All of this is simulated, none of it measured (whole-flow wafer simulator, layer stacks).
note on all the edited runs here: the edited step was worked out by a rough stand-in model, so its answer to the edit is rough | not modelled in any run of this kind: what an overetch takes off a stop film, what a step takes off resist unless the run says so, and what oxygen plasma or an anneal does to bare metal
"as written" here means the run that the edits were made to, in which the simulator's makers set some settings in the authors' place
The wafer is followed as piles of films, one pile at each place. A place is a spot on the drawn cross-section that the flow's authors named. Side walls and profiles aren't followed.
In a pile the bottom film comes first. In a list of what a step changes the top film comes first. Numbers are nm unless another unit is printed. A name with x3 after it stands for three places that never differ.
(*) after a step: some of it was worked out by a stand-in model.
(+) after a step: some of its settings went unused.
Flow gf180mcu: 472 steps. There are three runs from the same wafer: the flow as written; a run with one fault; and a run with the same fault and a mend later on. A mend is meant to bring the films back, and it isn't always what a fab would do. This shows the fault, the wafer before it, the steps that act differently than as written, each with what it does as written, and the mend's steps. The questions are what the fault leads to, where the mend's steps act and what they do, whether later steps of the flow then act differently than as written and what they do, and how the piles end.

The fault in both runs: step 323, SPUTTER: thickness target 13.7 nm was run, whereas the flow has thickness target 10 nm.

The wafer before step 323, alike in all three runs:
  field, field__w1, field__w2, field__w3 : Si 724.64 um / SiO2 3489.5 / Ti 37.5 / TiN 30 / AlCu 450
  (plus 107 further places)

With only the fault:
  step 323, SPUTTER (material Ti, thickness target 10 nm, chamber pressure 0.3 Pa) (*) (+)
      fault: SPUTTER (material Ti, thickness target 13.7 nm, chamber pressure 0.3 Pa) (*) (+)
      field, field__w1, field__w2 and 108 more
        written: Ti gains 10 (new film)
        fault: Ti gains 13.7 (new film)
  Steps later in the flow that act otherwise than as written (5 other steps are not shown; they differ only slightly, by no more than 2% or 0.5 nm, whichever is larger):
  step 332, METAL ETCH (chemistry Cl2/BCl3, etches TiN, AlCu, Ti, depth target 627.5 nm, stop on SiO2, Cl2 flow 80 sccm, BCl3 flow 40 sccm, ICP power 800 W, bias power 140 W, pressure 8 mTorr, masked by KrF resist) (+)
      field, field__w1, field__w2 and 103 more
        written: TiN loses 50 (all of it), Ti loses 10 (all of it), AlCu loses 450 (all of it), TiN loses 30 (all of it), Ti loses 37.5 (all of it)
        fault: TiN loses 50 (all of it), Ti loses 13.7 (all of it), AlCu loses 450 (all of it), TiN loses 30 (all of it), Ti loses 37.5 (all of it)
  The piles end different from the flow's at field__w8, contact, m1, m1__w1, m1_nw by more than 2% or 0.5 nm, whichever is larger.
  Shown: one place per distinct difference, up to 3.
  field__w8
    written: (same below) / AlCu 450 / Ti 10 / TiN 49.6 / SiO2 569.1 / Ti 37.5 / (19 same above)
    fault: (same below) / AlCu 450 / Ti 13.7 / TiN 49.6 / SiO2 565.4 / Ti 37.5 / (19 same above)
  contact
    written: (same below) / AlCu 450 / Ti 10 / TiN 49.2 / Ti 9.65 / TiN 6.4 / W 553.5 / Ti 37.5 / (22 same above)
    fault: (same below) / AlCu 450 / Ti 13.7 / TiN 49.2 / Ti 9.67 / TiN 6.42 / W 549.8 / Ti 37.5 / (22 same above)

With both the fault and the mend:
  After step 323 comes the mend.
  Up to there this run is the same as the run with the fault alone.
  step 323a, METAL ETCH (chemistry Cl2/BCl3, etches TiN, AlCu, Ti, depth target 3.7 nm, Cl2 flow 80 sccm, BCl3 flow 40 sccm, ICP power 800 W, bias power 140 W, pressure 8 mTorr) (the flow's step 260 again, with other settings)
      field, field__w1, field__w2 and 108 more
        Ti loses 3.7
  Every later step of the flow that is run acts as written at every place that is followed.
  The piles end the same as the flow's at every place that both follow.
